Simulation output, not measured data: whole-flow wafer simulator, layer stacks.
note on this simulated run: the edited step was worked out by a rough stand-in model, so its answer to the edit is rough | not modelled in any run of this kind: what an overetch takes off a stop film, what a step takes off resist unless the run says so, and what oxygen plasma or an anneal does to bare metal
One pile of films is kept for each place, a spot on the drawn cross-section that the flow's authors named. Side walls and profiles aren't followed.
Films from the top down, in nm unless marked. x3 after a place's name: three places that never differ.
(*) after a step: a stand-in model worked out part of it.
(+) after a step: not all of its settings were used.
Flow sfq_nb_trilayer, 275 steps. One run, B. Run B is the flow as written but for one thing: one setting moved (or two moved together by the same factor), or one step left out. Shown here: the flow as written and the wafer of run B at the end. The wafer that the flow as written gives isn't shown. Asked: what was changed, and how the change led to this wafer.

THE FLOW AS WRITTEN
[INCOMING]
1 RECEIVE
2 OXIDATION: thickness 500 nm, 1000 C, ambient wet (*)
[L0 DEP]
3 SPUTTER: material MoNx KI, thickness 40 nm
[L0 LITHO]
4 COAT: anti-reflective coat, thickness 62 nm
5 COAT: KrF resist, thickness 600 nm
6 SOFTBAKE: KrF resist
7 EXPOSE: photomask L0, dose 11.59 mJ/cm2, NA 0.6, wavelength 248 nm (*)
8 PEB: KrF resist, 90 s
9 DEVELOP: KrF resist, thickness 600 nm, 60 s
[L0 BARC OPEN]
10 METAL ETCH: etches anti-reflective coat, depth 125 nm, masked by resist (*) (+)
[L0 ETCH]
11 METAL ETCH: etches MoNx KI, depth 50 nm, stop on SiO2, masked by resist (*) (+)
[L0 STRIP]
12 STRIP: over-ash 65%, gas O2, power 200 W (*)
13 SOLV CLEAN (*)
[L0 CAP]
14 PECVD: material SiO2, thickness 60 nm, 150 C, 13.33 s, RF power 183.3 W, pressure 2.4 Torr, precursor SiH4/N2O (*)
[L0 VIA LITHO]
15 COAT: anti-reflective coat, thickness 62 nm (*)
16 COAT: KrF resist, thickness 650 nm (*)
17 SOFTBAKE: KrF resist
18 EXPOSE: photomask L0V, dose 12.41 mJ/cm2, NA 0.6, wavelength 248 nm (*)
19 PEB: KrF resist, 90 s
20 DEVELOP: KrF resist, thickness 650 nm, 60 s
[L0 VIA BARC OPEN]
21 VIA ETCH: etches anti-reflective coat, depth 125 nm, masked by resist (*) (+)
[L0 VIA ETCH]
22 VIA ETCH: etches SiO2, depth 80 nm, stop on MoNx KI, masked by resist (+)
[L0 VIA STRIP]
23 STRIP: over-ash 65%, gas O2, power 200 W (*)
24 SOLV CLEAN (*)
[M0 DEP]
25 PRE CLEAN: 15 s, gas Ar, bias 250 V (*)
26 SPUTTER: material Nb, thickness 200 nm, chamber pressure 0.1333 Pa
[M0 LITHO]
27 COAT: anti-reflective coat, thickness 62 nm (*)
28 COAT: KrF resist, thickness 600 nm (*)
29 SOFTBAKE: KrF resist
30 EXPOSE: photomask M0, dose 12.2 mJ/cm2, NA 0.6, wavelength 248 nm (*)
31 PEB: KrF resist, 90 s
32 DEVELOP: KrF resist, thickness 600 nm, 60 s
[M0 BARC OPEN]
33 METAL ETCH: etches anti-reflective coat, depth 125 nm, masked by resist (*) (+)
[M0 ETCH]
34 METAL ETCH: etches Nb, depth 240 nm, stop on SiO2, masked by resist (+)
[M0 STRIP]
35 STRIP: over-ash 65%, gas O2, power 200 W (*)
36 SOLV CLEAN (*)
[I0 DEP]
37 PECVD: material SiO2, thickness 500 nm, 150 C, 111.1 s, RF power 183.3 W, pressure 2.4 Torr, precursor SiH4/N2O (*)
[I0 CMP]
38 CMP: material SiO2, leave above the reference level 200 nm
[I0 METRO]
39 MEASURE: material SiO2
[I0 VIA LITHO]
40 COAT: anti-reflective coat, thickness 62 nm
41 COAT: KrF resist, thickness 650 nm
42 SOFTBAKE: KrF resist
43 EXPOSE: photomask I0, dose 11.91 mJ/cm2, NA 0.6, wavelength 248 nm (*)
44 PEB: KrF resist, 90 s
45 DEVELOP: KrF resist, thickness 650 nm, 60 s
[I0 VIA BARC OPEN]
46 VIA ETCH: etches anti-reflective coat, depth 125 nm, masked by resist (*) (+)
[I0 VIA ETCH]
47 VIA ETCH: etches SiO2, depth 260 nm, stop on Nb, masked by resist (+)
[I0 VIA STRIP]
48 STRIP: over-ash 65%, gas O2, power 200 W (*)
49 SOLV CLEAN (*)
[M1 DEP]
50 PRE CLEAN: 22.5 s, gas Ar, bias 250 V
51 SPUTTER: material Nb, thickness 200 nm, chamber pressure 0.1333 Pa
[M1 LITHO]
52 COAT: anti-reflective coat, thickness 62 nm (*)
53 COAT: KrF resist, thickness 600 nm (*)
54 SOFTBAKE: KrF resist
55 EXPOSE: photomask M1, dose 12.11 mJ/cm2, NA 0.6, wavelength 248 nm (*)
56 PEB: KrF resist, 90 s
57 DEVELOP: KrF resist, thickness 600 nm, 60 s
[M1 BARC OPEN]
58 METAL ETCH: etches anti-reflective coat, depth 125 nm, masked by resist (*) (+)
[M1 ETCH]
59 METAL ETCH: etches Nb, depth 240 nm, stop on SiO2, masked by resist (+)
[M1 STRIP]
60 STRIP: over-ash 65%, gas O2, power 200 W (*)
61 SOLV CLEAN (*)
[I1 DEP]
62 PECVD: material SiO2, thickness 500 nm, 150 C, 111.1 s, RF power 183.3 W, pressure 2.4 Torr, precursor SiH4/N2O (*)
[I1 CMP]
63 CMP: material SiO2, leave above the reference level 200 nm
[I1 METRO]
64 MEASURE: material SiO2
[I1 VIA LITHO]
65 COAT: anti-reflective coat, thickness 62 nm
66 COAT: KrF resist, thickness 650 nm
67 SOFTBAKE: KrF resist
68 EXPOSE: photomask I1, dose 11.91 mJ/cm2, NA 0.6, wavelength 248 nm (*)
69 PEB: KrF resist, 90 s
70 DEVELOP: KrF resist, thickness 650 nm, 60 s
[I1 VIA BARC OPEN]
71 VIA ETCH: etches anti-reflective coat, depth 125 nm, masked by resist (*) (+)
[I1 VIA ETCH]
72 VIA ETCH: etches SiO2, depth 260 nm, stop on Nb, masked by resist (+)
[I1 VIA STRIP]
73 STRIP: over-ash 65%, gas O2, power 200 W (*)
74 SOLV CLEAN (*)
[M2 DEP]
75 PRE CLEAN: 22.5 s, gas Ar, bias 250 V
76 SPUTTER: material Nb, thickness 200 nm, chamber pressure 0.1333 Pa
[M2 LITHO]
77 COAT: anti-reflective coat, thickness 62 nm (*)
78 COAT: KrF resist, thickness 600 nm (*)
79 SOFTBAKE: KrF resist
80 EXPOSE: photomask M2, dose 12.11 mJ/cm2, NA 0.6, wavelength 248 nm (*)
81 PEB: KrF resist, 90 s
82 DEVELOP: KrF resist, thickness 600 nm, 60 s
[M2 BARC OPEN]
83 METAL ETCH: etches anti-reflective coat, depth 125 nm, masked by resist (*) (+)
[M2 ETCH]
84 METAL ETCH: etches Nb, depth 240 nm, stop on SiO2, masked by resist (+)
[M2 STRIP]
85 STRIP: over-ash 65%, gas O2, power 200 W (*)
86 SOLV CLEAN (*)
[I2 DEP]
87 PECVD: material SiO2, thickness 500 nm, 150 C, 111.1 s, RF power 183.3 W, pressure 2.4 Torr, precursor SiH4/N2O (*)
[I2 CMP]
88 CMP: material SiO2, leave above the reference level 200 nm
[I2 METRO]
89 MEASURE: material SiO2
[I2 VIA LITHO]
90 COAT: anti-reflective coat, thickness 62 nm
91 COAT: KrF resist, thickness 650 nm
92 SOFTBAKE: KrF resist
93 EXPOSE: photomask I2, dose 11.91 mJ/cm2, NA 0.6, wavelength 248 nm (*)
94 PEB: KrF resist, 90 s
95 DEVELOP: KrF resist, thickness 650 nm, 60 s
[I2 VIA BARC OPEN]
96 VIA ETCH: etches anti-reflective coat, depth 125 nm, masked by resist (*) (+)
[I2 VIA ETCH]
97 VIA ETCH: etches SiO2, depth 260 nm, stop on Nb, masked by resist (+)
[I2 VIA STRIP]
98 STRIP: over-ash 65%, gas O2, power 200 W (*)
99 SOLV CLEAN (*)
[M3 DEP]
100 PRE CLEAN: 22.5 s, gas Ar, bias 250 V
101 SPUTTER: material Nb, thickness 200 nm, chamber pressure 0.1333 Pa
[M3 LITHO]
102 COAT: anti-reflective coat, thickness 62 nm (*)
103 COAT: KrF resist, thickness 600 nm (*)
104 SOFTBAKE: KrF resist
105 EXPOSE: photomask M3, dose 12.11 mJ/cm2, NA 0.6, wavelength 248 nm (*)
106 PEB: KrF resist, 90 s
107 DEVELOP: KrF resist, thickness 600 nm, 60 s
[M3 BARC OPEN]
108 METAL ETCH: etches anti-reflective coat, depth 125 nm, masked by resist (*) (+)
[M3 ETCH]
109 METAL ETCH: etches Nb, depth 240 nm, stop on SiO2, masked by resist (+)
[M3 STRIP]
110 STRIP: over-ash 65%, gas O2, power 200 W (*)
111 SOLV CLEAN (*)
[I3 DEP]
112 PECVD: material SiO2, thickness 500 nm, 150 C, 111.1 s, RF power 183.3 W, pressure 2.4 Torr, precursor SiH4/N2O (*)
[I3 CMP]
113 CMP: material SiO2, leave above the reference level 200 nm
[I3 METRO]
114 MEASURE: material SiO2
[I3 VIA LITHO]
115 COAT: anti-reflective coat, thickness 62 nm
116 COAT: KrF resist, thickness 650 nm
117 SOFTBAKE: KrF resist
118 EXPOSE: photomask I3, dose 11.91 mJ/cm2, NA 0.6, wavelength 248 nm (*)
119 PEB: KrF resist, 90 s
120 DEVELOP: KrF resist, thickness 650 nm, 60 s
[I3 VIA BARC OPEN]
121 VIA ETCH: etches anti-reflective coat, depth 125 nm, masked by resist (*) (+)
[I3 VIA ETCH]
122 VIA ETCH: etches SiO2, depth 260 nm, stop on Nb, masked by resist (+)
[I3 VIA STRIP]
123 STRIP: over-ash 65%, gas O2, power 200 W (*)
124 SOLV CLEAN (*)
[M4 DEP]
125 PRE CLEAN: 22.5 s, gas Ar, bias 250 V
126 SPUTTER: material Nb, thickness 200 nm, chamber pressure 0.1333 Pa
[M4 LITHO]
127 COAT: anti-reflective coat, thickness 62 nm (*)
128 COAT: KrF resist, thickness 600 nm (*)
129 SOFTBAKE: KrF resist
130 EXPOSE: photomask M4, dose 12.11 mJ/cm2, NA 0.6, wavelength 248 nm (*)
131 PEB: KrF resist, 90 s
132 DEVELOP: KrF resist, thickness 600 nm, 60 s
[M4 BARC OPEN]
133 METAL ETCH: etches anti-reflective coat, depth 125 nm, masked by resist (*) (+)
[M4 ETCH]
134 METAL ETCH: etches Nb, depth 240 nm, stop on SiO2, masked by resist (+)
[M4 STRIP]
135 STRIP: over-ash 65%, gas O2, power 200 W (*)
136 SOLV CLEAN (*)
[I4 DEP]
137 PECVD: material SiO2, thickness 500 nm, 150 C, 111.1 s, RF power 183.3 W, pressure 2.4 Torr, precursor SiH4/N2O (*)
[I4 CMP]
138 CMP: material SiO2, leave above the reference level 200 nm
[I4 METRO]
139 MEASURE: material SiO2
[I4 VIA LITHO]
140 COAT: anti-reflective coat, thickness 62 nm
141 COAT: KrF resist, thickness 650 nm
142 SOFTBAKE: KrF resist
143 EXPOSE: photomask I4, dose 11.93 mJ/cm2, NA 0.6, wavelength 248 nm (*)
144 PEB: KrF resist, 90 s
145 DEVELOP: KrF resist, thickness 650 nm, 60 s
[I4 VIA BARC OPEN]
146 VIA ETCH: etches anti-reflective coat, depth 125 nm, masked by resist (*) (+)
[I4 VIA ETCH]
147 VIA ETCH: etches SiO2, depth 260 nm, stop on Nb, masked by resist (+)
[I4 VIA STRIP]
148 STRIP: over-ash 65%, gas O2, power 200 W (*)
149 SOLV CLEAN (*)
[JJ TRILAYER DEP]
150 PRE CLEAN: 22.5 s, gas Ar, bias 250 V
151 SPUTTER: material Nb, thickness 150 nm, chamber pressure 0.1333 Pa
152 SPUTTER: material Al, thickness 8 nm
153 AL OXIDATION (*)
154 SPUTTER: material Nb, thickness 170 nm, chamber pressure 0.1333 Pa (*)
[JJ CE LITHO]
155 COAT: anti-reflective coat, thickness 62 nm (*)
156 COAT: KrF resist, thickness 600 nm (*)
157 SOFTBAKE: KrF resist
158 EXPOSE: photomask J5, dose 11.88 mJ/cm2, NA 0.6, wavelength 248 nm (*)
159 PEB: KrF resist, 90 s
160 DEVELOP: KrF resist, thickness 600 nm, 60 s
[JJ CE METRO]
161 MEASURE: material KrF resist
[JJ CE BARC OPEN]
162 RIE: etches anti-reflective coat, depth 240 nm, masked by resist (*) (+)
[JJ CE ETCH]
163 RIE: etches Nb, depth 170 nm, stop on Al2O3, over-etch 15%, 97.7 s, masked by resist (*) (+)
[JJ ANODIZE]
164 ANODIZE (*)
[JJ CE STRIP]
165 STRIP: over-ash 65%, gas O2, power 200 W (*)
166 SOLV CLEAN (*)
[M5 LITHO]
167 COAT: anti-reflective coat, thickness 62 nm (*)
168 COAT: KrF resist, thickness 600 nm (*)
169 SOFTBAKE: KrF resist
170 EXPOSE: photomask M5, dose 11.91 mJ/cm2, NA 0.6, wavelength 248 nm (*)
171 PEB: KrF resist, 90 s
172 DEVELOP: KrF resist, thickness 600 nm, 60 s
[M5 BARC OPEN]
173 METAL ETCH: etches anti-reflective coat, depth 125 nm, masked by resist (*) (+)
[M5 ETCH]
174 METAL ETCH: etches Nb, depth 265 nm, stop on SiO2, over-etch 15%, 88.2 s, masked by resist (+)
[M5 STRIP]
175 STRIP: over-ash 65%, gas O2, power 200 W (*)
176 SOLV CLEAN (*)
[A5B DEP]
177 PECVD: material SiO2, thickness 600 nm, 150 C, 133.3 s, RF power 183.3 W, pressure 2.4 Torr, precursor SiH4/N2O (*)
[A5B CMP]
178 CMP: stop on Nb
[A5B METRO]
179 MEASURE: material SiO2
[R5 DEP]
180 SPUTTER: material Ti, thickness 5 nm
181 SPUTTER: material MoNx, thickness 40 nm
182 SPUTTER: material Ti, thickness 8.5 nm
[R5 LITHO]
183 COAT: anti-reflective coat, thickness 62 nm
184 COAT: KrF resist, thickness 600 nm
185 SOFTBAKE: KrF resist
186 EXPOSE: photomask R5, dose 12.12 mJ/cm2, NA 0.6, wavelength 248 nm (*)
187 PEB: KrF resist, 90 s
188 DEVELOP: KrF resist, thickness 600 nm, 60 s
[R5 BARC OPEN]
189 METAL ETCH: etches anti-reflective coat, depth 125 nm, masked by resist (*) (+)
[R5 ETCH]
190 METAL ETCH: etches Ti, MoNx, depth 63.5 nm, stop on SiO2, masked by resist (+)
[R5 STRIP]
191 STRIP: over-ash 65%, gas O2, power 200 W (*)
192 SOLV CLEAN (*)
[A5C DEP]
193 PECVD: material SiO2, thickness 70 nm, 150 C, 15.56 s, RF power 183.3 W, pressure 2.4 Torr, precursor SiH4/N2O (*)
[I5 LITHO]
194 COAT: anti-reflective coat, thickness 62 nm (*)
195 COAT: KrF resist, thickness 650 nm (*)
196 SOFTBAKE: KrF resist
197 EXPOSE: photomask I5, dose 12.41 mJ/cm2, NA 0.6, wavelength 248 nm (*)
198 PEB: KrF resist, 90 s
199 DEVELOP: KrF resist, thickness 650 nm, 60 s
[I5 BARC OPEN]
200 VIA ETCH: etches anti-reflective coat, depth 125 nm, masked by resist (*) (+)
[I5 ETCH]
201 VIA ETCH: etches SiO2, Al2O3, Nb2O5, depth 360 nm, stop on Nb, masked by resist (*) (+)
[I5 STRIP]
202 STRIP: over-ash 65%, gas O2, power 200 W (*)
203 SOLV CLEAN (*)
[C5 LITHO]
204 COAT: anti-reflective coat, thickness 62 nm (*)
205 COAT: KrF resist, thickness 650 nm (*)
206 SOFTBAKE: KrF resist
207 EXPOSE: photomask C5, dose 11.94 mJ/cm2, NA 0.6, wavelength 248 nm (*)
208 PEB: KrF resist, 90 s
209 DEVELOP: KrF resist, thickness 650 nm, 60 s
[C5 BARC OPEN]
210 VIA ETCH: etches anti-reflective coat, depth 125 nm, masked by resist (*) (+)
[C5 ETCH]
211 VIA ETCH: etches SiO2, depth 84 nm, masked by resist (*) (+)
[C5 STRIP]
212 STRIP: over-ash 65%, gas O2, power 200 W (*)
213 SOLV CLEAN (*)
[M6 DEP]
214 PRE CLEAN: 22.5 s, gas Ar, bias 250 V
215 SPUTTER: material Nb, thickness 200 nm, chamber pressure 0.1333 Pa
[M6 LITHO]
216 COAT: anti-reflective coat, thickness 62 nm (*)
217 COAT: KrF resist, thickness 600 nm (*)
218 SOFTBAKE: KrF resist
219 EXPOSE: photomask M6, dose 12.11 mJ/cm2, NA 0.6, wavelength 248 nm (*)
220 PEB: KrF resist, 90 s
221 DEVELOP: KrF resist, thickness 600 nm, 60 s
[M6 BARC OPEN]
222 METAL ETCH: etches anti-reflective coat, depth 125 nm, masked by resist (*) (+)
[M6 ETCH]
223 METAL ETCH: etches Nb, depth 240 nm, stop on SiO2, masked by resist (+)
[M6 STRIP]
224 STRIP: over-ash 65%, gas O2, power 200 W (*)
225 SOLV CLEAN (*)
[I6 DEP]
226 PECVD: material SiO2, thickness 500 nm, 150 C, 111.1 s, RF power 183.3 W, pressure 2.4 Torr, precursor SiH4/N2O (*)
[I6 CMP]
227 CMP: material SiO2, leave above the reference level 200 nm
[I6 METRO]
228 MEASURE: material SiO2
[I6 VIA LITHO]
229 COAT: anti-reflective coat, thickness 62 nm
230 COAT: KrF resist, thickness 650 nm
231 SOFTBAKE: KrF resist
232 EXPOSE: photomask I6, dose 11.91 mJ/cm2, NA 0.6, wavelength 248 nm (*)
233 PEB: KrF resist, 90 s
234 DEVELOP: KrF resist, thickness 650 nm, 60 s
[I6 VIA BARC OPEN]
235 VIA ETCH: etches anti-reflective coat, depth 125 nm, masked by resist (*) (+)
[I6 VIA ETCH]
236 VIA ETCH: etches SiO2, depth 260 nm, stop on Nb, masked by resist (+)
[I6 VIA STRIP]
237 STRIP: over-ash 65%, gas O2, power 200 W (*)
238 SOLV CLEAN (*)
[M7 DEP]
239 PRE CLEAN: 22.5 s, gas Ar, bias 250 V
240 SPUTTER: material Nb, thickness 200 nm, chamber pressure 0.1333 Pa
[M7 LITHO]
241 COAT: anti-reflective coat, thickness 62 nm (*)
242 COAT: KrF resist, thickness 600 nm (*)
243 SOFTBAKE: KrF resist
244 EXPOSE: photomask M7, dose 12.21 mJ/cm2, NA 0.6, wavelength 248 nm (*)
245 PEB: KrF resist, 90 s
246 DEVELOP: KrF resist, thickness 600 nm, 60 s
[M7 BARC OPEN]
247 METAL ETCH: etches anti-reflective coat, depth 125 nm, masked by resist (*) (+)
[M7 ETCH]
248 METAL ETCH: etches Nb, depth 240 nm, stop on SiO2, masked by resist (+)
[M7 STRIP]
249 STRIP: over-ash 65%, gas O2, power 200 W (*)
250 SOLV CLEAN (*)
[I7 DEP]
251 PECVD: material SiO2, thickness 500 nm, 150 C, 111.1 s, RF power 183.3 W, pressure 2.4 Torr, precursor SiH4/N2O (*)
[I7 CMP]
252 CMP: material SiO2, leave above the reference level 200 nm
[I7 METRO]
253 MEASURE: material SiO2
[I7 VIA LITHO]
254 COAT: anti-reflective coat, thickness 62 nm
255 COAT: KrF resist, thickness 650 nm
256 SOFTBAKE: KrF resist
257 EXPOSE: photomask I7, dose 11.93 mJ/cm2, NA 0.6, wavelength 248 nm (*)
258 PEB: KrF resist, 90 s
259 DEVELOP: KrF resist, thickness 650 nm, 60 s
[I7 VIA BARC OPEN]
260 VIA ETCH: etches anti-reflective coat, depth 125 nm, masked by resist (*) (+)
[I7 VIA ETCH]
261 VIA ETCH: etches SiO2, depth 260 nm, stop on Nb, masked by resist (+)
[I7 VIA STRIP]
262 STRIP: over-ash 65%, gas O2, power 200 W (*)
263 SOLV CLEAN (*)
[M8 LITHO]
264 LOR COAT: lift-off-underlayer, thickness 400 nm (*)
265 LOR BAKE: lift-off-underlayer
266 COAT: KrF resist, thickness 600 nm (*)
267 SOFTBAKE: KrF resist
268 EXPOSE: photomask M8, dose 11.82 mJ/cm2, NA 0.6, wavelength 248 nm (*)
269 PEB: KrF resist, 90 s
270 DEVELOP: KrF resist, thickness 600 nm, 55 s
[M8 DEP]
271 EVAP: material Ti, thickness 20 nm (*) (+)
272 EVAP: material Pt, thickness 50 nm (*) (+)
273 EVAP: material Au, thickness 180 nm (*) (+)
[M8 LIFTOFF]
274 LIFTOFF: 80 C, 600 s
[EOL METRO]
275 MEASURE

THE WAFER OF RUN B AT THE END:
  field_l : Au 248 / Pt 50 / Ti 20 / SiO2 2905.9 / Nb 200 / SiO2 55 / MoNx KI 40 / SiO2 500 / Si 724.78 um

The cause: step 273, EVAP: thickness 248 nm was run, where the flow has thickness 180 nm.
It can be read off the wafer: field_l has Au 248, and step 273 as written asks for 180 nm.

How the change led to this, step by step:
  273 EVAP: material Au, thickness 180 nm (*) (+)
      field_l, v_sur, via_wl and 103 more: Au +248 (new film) (as written it would be: Au +180 (new film))
  274 LIFTOFF: 80 C, 600 s
      p4_fl, p4_fm, p4_w1 and 71 more: Au -248 (all of it), Pt -50 (all of it), Ti -20 (all of it), KrF resist -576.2 (all of it), lift-off-underlayer -400 (all of it) (as written it would be: Au -180 (all of it), Pt -50 (all of it), Ti -20 (all of it), KrF resist -576.2 (all of it), lift-off-underlayer -400 (all of it))
      c5j, ce_r: Au -248 (all of it), Pt -50 (all of it), Ti -20 (all of it), KrF resist -573.3 (all of it), lift-off-underlayer -399.3 (all of it) (as written it would be: Au -180 (all of it), Pt -50 (all of it), Ti -20 (all of it), KrF resist -573.3 (all of it), lift-off-underlayer -399.3 (all of it))
      (and at 19 more places)
